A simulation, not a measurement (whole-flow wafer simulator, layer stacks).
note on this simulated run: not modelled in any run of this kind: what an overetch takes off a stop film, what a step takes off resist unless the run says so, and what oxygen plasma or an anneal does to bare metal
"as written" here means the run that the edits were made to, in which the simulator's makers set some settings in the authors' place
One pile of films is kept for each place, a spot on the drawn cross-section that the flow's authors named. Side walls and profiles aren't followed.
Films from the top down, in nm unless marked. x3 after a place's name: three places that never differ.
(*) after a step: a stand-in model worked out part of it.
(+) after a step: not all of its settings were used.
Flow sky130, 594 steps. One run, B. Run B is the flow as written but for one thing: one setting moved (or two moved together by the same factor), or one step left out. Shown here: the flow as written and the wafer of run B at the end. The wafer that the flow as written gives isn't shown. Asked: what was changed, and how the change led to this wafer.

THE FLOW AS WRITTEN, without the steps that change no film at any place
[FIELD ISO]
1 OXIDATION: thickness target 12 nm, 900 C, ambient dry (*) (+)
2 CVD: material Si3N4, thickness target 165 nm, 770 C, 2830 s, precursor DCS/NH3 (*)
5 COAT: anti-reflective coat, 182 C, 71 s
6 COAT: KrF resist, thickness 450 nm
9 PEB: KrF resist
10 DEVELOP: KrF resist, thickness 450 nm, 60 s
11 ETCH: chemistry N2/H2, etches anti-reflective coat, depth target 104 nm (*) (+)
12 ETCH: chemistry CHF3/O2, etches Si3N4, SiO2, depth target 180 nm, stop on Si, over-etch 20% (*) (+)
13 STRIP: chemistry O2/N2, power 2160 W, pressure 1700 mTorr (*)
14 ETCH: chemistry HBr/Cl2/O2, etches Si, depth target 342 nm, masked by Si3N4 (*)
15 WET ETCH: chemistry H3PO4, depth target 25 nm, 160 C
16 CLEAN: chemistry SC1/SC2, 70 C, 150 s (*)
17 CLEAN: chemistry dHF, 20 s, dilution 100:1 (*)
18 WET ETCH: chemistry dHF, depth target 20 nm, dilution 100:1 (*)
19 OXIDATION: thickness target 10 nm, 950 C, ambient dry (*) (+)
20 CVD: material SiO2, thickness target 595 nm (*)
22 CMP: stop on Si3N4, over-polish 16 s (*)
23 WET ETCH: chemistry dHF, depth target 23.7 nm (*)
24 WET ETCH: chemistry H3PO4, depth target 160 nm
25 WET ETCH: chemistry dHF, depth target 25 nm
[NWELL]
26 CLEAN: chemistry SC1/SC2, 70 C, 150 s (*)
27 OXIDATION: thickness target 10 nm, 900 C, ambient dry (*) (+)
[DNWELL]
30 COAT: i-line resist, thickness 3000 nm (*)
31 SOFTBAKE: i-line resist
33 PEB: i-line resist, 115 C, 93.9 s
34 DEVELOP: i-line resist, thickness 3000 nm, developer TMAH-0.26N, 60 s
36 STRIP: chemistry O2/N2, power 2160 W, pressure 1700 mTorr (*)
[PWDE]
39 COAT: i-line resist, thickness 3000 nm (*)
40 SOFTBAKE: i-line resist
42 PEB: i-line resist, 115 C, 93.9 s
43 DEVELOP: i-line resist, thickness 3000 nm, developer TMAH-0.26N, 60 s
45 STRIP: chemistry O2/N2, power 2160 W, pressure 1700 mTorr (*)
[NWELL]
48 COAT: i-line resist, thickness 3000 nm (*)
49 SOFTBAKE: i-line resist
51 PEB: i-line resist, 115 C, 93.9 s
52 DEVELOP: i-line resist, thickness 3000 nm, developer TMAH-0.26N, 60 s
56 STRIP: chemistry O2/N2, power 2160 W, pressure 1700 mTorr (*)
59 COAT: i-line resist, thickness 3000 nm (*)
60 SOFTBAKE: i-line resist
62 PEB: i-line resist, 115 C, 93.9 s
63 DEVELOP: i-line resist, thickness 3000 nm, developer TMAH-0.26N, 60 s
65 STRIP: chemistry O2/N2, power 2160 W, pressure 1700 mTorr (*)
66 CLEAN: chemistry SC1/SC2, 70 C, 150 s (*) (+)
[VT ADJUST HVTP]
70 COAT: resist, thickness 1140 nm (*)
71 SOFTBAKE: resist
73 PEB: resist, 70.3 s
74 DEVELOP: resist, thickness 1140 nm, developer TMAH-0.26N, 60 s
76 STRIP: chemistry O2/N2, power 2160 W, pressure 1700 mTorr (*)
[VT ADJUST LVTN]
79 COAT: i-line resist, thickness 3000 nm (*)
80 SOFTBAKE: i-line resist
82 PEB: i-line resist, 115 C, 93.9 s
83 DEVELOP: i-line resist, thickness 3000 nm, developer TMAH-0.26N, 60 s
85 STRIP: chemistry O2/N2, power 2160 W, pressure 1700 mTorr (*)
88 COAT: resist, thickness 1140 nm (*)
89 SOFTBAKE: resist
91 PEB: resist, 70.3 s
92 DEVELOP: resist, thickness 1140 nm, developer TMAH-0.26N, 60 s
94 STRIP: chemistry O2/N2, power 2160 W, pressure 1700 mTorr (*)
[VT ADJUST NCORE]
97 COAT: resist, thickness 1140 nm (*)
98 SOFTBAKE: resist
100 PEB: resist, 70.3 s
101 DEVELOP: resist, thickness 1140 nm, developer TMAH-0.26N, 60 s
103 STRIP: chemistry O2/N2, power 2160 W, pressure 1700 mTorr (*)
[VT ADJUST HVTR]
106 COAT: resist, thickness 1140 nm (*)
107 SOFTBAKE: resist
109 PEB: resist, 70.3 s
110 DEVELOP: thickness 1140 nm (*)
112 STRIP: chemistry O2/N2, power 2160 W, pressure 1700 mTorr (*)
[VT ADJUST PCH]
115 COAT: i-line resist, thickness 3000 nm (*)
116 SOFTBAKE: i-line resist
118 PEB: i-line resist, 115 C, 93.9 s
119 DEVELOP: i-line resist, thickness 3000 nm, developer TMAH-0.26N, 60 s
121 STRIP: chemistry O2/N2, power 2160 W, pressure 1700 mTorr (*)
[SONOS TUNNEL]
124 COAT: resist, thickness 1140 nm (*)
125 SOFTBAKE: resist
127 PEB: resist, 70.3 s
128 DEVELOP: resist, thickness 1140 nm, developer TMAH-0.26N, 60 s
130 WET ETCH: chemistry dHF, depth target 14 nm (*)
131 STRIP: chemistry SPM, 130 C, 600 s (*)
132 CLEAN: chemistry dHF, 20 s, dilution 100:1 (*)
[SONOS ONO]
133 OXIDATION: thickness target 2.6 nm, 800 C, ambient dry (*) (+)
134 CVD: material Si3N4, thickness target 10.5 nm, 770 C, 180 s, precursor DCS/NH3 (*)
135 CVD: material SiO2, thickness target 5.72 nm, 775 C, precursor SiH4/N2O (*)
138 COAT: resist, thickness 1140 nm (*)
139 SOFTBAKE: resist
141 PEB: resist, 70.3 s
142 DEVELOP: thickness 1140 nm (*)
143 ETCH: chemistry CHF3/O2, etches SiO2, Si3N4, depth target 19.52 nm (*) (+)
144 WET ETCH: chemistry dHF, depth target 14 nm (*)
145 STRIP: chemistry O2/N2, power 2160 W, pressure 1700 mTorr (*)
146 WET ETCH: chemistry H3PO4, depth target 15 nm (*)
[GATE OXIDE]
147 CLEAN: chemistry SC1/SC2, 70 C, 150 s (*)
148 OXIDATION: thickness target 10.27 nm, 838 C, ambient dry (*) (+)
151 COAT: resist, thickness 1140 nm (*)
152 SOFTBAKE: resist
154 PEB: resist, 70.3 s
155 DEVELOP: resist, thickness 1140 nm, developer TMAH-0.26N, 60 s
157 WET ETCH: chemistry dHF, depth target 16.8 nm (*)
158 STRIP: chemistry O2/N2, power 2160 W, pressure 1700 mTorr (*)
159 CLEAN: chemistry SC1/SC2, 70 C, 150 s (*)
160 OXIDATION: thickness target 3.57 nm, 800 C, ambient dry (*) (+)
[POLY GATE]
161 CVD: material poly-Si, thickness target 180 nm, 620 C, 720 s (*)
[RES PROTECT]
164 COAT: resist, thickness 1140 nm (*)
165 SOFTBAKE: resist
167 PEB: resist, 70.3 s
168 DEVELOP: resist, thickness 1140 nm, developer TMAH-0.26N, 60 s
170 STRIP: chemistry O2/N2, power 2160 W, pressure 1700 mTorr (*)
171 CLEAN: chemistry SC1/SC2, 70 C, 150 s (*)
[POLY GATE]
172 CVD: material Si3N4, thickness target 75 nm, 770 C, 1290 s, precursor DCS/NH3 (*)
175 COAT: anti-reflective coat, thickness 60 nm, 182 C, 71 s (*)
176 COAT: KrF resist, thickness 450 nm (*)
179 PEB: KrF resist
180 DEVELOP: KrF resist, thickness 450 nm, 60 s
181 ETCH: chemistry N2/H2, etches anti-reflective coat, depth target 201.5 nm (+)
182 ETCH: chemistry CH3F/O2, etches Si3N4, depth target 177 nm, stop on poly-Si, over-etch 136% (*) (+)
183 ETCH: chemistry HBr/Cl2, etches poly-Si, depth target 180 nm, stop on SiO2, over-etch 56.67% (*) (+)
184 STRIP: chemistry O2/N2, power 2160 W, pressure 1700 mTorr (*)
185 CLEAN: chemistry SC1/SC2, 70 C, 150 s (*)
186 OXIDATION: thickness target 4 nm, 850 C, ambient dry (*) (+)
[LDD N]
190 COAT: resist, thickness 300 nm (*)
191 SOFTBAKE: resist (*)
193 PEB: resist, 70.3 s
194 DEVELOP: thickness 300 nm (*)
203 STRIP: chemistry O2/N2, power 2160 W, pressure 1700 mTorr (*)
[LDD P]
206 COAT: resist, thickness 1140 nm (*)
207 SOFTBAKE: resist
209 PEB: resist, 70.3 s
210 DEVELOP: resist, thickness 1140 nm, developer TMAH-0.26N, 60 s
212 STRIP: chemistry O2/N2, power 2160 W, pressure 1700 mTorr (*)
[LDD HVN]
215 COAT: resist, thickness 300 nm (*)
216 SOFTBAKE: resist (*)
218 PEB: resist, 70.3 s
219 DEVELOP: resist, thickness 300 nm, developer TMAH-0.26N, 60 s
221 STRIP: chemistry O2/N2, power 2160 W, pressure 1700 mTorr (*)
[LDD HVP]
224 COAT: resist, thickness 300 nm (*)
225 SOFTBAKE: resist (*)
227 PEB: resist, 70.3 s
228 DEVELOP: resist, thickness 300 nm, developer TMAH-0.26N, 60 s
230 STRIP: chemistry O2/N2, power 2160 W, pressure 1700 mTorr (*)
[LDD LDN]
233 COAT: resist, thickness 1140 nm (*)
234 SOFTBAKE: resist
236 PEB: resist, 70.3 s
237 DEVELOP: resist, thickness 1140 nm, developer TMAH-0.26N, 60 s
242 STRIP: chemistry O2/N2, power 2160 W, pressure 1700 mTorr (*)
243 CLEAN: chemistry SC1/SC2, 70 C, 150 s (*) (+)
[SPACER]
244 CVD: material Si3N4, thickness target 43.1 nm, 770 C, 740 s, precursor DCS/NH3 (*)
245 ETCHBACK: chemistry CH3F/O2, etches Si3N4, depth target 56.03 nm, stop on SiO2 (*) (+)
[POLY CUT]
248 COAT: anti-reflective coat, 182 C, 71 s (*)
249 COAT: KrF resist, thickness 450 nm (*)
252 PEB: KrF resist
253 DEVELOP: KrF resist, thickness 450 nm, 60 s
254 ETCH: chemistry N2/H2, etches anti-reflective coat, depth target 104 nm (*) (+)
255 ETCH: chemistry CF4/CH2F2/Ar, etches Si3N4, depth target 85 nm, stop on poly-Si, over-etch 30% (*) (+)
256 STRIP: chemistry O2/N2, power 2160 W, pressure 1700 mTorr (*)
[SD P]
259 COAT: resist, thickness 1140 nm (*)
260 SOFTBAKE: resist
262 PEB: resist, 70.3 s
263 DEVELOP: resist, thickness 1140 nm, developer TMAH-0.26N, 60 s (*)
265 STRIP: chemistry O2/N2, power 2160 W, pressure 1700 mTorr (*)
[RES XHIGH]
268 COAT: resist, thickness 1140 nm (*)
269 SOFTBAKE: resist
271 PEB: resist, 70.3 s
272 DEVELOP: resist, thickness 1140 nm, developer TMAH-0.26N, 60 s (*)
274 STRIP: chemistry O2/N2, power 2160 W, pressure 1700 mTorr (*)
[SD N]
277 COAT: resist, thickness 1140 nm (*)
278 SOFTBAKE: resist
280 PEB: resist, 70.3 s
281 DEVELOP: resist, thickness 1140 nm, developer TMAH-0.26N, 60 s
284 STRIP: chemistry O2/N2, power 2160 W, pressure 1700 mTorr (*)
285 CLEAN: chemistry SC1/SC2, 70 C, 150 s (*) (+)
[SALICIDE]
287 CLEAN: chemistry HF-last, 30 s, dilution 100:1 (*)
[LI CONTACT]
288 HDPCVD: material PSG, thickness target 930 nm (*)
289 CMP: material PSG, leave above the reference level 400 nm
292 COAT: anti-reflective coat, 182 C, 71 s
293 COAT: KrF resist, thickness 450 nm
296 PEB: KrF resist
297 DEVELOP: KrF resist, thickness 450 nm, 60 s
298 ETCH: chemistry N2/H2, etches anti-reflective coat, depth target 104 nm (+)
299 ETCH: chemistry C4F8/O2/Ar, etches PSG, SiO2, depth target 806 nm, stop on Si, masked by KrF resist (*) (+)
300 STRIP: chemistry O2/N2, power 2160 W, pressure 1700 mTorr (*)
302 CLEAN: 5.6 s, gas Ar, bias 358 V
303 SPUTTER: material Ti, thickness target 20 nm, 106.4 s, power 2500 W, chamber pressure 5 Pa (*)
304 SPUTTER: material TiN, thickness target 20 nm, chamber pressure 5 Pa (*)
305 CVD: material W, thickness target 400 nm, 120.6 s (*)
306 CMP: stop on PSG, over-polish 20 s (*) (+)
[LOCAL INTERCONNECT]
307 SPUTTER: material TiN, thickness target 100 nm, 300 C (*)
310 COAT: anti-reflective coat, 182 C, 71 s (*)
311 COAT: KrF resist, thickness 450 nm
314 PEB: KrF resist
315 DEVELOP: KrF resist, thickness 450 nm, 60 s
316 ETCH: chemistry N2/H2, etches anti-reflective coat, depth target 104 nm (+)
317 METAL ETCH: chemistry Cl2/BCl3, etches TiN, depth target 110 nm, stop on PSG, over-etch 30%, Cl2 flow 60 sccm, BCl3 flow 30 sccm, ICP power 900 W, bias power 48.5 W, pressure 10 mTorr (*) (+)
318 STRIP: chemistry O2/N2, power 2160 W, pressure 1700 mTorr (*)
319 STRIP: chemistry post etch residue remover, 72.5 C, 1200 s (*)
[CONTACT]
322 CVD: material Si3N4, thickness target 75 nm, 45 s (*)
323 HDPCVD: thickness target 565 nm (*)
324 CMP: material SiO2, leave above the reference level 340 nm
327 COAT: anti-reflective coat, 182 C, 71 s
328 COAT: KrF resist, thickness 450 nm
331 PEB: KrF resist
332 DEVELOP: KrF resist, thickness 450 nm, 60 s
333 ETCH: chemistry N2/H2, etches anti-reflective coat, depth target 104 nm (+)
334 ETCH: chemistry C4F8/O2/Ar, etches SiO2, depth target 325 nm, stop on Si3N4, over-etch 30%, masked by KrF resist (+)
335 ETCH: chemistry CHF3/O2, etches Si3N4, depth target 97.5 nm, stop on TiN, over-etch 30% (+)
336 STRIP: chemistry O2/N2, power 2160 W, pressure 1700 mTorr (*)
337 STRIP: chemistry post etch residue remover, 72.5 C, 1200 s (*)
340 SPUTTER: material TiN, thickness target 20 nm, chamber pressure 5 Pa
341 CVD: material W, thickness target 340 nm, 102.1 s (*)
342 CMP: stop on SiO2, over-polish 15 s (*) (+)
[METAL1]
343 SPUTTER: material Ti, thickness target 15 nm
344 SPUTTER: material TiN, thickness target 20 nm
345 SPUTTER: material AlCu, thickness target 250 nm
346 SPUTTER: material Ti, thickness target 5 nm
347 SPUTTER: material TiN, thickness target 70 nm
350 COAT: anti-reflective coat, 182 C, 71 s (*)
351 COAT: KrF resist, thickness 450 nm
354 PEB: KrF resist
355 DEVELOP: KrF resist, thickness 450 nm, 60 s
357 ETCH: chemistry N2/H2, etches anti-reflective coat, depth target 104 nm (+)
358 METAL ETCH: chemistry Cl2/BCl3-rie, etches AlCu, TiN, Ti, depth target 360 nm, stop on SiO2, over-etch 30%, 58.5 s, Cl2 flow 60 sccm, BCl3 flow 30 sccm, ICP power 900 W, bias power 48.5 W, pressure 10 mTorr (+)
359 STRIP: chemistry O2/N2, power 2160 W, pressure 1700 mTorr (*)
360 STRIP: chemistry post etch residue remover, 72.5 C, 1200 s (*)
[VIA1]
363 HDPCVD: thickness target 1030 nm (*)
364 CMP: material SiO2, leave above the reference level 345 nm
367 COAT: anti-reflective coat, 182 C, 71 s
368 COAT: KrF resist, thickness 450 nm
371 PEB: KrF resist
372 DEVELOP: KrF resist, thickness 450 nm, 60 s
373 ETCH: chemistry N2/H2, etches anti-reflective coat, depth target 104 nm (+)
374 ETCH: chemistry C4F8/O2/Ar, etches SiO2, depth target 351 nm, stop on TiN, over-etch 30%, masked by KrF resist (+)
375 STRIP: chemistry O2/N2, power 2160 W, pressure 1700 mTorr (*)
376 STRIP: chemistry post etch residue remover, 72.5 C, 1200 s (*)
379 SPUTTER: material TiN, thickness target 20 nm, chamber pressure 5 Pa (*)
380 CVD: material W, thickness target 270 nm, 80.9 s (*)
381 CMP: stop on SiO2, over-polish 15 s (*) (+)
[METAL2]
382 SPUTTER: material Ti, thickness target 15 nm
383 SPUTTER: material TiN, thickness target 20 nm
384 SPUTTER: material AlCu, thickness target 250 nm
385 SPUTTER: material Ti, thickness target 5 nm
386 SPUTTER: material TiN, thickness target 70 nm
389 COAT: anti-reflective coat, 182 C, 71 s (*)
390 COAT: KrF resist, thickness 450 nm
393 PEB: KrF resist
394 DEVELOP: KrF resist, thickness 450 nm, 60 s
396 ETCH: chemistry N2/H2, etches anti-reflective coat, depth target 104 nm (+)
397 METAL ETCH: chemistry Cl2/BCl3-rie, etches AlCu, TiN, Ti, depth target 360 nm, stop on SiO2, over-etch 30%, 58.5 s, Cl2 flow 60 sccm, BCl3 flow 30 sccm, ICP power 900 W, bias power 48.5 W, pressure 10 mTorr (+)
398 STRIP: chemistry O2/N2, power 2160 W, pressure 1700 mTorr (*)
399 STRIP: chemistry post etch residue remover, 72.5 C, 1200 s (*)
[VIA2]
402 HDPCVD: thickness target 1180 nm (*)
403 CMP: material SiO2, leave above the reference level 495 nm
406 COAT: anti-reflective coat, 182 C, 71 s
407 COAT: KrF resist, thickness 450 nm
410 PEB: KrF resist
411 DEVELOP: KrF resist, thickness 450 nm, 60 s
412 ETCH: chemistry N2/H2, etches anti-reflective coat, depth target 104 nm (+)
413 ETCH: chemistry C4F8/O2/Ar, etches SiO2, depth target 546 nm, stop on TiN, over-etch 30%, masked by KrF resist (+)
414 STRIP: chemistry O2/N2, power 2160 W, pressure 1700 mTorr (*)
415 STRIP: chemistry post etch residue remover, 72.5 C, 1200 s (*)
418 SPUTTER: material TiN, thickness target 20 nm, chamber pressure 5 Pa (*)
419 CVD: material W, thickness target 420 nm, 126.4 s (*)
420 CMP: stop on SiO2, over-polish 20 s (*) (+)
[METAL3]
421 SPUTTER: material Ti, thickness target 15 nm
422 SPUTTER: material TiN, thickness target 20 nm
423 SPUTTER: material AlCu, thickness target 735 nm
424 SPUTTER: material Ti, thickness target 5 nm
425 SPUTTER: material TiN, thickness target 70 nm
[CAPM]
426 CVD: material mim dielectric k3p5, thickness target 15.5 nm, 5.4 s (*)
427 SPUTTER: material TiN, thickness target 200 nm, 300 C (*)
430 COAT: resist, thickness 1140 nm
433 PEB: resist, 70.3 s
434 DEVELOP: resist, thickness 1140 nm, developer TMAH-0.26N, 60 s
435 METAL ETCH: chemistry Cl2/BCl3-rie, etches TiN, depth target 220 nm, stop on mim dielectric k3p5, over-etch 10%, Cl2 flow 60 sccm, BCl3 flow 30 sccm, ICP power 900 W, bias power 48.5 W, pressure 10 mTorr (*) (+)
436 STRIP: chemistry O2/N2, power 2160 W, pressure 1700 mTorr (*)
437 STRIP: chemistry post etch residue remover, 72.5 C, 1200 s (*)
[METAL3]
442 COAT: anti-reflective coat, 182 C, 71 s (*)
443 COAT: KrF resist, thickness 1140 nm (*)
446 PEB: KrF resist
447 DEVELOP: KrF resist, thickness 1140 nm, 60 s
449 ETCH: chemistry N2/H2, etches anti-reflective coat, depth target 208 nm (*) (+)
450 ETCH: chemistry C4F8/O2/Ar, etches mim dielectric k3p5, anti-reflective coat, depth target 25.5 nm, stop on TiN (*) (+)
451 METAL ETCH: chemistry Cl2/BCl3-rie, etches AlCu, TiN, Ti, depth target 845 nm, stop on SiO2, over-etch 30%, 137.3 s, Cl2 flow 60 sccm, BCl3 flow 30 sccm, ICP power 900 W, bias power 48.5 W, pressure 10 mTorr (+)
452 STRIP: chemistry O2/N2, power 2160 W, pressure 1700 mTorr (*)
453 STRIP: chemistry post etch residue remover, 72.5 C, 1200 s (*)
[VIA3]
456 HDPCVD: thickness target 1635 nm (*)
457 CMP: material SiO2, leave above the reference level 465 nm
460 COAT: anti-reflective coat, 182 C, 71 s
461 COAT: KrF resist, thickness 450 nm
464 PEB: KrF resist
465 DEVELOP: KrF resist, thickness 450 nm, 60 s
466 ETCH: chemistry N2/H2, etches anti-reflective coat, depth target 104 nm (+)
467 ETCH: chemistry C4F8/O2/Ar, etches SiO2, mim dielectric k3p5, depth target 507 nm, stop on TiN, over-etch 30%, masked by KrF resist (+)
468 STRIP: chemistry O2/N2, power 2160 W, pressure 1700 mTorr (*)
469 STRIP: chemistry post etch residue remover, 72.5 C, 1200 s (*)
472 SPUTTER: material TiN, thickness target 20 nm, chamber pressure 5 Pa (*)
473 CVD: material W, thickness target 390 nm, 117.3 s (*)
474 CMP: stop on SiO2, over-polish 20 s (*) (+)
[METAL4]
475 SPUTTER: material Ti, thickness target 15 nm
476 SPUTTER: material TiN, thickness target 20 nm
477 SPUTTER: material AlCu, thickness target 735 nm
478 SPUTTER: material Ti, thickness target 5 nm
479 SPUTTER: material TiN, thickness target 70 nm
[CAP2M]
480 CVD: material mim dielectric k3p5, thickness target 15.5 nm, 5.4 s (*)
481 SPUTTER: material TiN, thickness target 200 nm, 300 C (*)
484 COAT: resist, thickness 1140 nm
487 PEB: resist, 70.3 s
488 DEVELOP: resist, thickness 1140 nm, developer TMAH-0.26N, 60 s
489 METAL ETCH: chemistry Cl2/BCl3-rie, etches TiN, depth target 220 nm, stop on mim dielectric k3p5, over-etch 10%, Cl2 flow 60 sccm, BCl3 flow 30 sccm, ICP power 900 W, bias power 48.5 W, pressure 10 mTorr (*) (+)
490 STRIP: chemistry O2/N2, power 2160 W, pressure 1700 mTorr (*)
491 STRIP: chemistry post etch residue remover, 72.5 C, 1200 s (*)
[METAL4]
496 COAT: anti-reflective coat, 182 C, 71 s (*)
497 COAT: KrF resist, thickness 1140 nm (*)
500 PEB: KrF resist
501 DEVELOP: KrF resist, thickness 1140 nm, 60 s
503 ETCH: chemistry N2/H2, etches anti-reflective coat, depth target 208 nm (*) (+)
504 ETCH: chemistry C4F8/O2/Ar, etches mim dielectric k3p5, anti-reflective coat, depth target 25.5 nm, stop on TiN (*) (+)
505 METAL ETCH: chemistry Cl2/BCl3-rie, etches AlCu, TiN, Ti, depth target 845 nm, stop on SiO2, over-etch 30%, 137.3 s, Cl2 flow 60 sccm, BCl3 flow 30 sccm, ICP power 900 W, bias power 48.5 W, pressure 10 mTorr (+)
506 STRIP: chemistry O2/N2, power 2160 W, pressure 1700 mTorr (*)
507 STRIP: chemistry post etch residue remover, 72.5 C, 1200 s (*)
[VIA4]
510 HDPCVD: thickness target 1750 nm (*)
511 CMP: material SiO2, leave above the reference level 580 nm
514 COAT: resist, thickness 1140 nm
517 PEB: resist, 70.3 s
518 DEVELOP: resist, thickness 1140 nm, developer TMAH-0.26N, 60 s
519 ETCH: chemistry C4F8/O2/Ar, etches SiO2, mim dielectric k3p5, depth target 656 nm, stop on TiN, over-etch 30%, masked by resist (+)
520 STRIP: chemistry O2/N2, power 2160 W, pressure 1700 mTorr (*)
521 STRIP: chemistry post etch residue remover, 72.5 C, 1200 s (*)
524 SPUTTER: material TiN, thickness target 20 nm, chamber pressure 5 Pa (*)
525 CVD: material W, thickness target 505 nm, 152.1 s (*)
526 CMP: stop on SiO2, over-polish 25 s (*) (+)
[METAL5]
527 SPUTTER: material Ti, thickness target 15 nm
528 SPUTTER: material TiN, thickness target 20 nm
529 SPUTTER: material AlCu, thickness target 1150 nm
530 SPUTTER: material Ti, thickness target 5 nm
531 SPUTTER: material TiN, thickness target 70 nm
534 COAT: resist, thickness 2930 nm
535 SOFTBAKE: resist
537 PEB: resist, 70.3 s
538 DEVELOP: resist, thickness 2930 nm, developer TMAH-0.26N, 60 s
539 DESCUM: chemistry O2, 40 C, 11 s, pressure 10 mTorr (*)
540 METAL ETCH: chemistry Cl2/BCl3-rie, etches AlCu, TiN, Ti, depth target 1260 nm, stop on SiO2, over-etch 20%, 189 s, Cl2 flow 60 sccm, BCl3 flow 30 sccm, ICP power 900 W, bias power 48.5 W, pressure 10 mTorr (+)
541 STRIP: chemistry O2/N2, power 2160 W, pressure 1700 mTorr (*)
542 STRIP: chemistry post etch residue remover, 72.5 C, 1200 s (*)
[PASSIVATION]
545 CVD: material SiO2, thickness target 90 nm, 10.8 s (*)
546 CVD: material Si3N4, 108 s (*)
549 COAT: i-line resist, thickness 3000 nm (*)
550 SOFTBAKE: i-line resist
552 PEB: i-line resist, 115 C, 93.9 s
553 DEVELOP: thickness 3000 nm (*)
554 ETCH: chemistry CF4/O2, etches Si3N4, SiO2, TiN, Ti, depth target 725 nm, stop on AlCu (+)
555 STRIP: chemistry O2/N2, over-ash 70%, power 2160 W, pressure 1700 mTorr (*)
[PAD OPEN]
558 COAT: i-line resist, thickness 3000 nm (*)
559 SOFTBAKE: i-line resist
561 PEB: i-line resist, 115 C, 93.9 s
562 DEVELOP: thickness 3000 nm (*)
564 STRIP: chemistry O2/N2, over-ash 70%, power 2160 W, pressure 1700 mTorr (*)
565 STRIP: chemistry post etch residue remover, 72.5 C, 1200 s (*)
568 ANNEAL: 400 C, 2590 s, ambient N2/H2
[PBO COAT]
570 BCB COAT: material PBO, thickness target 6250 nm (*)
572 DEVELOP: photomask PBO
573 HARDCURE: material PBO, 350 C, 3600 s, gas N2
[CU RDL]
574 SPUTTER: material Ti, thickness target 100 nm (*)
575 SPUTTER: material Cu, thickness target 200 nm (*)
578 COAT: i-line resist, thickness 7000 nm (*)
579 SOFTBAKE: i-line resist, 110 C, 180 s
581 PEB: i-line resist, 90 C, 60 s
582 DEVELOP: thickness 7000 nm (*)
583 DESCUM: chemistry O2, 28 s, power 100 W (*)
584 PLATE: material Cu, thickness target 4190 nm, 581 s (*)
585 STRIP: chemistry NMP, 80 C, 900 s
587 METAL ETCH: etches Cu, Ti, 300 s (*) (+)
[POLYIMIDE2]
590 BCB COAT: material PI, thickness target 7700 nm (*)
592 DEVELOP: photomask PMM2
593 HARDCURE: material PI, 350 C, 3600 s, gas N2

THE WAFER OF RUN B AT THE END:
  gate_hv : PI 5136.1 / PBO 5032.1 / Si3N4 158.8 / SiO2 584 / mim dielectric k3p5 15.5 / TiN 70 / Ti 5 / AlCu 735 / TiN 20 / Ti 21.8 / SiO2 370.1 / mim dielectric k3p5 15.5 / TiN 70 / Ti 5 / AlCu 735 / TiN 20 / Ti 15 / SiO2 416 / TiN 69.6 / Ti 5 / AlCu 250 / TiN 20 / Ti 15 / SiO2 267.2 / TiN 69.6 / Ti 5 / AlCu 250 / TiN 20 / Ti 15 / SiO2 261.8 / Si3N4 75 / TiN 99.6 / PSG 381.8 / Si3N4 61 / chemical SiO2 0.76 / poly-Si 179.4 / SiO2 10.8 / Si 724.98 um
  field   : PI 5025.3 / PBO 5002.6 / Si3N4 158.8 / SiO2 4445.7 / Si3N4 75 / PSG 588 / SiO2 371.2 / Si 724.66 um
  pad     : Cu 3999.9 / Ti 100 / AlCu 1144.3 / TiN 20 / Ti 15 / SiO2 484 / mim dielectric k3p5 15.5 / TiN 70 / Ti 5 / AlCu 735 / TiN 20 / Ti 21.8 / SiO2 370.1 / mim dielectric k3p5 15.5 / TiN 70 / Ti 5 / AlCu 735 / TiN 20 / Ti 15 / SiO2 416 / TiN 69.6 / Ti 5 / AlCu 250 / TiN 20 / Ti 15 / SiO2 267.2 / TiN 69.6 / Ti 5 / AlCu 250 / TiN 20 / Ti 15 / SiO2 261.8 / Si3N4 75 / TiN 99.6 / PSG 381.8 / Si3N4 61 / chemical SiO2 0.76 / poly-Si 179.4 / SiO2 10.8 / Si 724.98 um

The cause: step 475, SPUTTER: thickness target 21.8 nm was run, where the flow has thickness target 15 nm.
It can be read off the wafer: gate_hv has Ti 21.8, and step 475 as written asks for 15 nm.

How the change led to this, step by step:
  475 SPUTTER: material Ti, thickness target 15 nm
      field, active, n_well and 189 more: Ti +21.8 (new film) (as written it would be: Ti +15 (new film))
  505 METAL ETCH: chemistry Cl2/BCl3-rie, etches AlCu, TiN, Ti, depth target 845 nm, stop on SiO2, over-etch 30%, 137.3 s, Cl2 flow 60 sccm, BCl3 flow 30 sccm, ICP power 900 W, bias power 48.5 W, pressure 10 mTorr (+)
      field, gate, spacer and 68 more: TiN -70 (all of it), Ti -5 (all of it), AlCu -735 (all of it), TiN -20 (all of it), Ti -21.8 (all of it), SiO2 -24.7 (as written it would be: TiN -70 (all of it), Ti -5 (all of it), AlCu -735 (all of it), TiN -20 (all of it), Ti -15 (all of it), SiO2 -25.4)
      active, vpp_iso1, mim_edge_plate and 14 more: TiN -70 (all of it), Ti -5 (all of it), AlCu -735 (all of it), TiN -20 (all of it), Ti -21.8 (all of it), SiO2 -24.7 (as written it would be: TiN -70 (all of it), Ti -5 (all of it), AlCu -735 (all of it), TiN -20 (all of it), Ti -15 (all of it), SiO2 -25.3)
